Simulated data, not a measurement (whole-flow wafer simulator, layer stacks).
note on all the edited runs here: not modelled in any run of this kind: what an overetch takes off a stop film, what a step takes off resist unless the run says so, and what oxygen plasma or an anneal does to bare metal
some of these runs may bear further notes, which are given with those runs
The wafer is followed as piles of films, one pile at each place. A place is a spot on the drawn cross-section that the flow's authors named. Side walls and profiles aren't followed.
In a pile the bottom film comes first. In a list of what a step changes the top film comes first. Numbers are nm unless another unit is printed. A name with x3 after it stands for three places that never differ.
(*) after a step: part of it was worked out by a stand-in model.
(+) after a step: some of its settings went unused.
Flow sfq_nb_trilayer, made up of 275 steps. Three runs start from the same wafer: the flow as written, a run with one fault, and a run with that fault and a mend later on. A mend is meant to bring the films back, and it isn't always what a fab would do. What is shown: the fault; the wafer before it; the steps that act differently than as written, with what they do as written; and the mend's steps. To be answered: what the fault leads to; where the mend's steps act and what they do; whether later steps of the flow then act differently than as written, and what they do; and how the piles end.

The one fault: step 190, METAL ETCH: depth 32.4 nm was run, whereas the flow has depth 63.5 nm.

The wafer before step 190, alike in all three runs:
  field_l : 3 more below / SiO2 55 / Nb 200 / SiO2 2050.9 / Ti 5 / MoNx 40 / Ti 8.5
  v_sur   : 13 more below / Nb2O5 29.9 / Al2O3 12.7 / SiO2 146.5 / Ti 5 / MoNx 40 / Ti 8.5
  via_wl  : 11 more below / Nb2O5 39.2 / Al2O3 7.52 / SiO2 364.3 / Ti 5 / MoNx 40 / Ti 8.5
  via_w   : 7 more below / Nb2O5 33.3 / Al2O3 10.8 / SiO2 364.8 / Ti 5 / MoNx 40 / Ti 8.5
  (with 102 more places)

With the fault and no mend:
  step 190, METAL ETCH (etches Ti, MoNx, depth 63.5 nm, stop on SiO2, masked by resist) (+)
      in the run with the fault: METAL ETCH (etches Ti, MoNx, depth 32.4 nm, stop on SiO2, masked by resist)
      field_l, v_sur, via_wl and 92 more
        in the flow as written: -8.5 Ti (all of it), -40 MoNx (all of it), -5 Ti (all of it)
        in the run with the fault: -8.5 Ti (all of it), -23.9 MoNx
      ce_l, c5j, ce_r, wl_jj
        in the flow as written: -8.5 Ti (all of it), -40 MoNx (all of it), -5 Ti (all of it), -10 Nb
        in the run with the fault: -8.5 Ti (all of it), -23.9 MoNx
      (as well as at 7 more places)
  Steps later in the flow that act otherwise than as written (9 other steps are not shown; they differ only slightly, by no more than 2% or 0.5 nm, whichever is larger):
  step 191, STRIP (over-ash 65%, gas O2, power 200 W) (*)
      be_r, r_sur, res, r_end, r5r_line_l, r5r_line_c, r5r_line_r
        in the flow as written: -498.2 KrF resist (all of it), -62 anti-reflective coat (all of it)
        in the run with the fault: -510.6 KrF resist (all of it), -62 anti-reflective coat (all of it)
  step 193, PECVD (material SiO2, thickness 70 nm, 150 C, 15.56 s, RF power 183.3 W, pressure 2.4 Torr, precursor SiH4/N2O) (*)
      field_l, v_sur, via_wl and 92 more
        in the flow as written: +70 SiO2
        in the run with the fault: +70 SiO2 (new film)
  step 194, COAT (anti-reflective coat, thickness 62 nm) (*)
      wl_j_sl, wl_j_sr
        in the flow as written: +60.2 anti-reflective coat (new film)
        in the run with the fault: +62 anti-reflective coat (new film)
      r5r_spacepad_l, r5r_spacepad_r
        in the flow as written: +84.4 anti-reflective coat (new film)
        in the run with the fault: +75.3 anti-reflective coat (new film)
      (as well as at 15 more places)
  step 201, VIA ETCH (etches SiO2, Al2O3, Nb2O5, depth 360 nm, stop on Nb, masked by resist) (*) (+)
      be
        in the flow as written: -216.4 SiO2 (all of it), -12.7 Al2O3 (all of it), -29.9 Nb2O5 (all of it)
        in the run with the fault: -69.8 SiO2 (all of it), -16.1 MoNx (all of it), -5 Ti (all of it), -146.5 SiO2 (all of it), -12.7 Al2O3 (all of it), -29.9 Nb2O5 (all of it)
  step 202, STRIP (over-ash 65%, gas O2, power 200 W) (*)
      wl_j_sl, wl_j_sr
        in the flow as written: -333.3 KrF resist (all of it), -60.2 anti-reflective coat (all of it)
        in the run with the fault: -333.2 KrF resist (all of it), -62 anti-reflective coat (all of it)
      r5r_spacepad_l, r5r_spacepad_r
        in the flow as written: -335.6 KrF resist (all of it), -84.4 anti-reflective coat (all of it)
        in the run with the fault: -334.7 KrF resist (all of it), -75.3 anti-reflective coat (all of it)
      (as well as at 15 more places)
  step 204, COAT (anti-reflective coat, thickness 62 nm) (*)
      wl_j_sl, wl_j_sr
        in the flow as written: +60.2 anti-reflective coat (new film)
        in the run with the fault: +62 anti-reflective coat (new film)
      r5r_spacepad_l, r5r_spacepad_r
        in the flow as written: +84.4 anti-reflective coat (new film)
        in the run with the fault: +75.3 anti-reflective coat (new film)
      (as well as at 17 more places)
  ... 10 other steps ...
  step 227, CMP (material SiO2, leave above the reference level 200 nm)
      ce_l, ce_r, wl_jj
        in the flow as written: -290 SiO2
        in the run with the fault: -300 SiO2
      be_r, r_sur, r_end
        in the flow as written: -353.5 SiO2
        in the run with the fault: -332.4 SiO2
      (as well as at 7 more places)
  By the end, the piles at field_l, v_sur, via_wl and 103 more depart from the flow's by more than 2% or 0.5 nm, whichever is larger.
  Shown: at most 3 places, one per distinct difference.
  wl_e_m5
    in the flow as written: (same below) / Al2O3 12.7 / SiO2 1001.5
    in the run with the fault: (same below) / Al2O3 12.7 / SiO2 146.5 / Ti 5 / MoNx 16.1 / SiO2 855
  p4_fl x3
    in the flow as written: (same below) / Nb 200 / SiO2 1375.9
    in the run with the fault: (same below) / Nb 200 / SiO2 520.9 / Ti 5 / MoNx 16.1 / SiO2 855
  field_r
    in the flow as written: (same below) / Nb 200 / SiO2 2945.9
    in the run with the fault: (same below) / Nb 200 / SiO2 2090.9 / Ti 5 / MoNx 16.1 / SiO2 855

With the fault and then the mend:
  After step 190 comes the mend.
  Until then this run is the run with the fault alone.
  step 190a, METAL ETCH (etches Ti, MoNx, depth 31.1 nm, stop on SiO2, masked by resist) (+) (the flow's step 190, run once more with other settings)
      field_l, v_sur, via_wl and 92 more
        -16.1 MoNx (all of it), -5 Ti (all of it)
      be_r, r_sur, res, r_end, r5r_line_l, r5r_line_c, r5r_line_r
        -12.4 KrF resist
      ce_l, c5j, ce_r, wl_jj
        -16.1 MoNx (all of it), -5 Ti (all of it), -10 Nb
  Every later step of the flow that is run acts as written at every place that is followed.
  By the end, the piles equal the flow's at every place that both follow.
